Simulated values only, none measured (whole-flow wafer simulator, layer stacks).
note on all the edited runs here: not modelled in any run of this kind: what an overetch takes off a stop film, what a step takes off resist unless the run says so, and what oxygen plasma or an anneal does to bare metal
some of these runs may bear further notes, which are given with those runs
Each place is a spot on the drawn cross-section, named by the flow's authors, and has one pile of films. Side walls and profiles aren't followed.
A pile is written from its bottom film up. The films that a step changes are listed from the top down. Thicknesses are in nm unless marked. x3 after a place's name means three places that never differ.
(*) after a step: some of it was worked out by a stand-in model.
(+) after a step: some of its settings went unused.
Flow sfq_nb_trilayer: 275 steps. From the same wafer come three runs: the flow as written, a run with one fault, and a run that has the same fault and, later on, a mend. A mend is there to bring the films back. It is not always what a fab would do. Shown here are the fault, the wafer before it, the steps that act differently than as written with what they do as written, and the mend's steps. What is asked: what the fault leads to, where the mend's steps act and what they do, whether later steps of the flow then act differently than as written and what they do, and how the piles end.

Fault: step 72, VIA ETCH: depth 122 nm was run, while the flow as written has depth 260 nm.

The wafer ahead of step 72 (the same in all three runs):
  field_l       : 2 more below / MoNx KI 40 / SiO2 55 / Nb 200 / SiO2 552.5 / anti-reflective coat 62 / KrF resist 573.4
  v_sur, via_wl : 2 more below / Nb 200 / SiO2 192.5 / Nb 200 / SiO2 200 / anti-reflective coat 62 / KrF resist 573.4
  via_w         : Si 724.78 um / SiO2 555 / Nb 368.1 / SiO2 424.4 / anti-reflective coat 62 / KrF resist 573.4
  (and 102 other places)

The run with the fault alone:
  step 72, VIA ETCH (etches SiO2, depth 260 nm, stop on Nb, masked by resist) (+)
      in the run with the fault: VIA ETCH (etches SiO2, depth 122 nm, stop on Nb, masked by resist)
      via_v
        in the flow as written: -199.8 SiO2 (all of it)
        in the run with the fault: -122 SiO2
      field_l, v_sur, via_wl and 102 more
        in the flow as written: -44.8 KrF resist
        in the run with the fault: -21 KrF resist
  Later steps of the flow acting differently than as written (3 other steps are not shown; they differ only slightly, by no more than 2% or 0.5 nm, whichever is larger):
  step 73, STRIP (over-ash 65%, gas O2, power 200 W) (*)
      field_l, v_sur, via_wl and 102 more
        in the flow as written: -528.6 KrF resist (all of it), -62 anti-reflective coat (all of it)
        in the run with the fault: -552.4 KrF resist (all of it), -62 anti-reflective coat (all of it)
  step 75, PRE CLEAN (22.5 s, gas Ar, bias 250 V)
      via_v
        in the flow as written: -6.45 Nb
        in the run with the fault: -7.5 SiO2
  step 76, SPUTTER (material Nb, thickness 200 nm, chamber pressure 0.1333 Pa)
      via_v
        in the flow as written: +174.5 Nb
        in the run with the fault: +189.9 Nb (new film)
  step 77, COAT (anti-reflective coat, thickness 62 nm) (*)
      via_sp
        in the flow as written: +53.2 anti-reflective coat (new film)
        in the run with the fault: +54.8 anti-reflective coat (new film)
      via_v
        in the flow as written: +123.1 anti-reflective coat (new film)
        in the run with the fault: +105.7 anti-reflective coat (new film)
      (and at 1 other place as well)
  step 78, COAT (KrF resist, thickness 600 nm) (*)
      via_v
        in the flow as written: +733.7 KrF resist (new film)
        in the run with the fault: +671.3 KrF resist (new film)
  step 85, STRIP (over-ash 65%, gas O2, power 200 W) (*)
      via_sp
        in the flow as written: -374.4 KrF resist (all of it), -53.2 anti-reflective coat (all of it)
        in the run with the fault: -379.5 KrF resist (all of it), -54.8 anti-reflective coat (all of it)
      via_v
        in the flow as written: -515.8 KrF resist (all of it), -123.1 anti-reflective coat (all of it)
        in the run with the fault: -453.5 KrF resist (all of it), -105.7 anti-reflective coat (all of it)
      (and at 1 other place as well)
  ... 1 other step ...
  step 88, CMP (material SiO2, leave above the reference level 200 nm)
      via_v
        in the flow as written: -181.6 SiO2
        in the run with the fault: -167.7 SiO2
  The piles end different from the flow's at via_v by more than 2% or 0.5 nm, whichever is larger.
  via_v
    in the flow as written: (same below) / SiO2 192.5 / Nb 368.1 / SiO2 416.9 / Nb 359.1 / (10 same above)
    in the run with the fault: (same below) / SiO2 192.5 / Nb 200 / SiO2 70.3 / Nb 189.9 / SiO2 324.8 / Nb 359.1 / (10 same above)

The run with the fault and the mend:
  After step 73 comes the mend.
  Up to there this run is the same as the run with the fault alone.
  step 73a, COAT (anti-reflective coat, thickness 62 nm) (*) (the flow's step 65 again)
      p4_fl x3, p4_w1 x9, p4_g1 x2 and 63 more
        +62 anti-reflective coat (new film)
      ce_r, sp_r, be_r and 12 more
        +61.9 anti-reflective coat (new film)
      field_l, v_sur, gap, jj_sur, ce_l, c5j
        +61.8 anti-reflective coat (new film)
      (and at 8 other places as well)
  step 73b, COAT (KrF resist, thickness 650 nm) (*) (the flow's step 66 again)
      p4_fl x3, p4_w1 x9, p4_g1 x2 and 63 more
        +650 KrF resist (new film)
      moat, field_r, lsp_l, ln_m5, lsp_m, ln_m6, l0v
        +649.7 KrF resist (new film)
      be_r, r_sur
        +649.5 KrF resist (new film)
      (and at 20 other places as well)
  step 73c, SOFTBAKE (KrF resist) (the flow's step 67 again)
      leaves every film unchanged at each place that is followed
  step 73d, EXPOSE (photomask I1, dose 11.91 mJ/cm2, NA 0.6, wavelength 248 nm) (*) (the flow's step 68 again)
      leaves every film unchanged at each place that is followed
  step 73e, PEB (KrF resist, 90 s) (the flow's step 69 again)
      via_sp, wire, ce_l and 93 more
        -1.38 KrF resist
      field_l, v_sur, via_wl, via_w, be, be_sur, gap, jj_sur
        -1.37 KrF resist
      via_wr
        -1.36 KrF resist
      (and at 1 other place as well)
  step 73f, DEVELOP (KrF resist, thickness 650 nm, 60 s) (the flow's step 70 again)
      field_l, v_sur, via_wl and 102 more
        -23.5 KrF resist
      via_v
        -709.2 KrF resist (all of it)
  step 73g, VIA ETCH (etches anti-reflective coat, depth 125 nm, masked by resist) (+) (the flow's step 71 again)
      field_l, v_sur, via_wl and 102 more
        -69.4 KrF resist
      via_v
        -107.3 anti-reflective coat (all of it)
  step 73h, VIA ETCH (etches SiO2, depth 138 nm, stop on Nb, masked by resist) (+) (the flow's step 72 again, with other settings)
      field_l, v_sur, via_wl and 102 more
        -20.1 KrF resist
      via_v
        -77.8 SiO2 (all of it)
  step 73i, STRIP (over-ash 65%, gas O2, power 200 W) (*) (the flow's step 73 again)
      p4_fl x3, p4_w1 x9, p4_g1 x2 and 63 more
        -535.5 KrF resist (all of it), -62 anti-reflective coat (all of it)
      ln_m5, lsp_m, ln_m6, lsp_r, l0_sur, l0v
        -535.3 KrF resist (all of it), -61.9 anti-reflective coat (all of it)
      r_end, moat, field_r, lsp_l
        -535.2 KrF resist (all of it), -61.9 anti-reflective coat (all of it)
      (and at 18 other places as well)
  Every later step of the flow that is run acts as written, at every place that is followed, to within 2% or 0.5 nm, whichever is larger.
  At the end the piles are close to the flow's at the places that both follow, differing by at most 2% or 0.5 nm, whichever is larger.
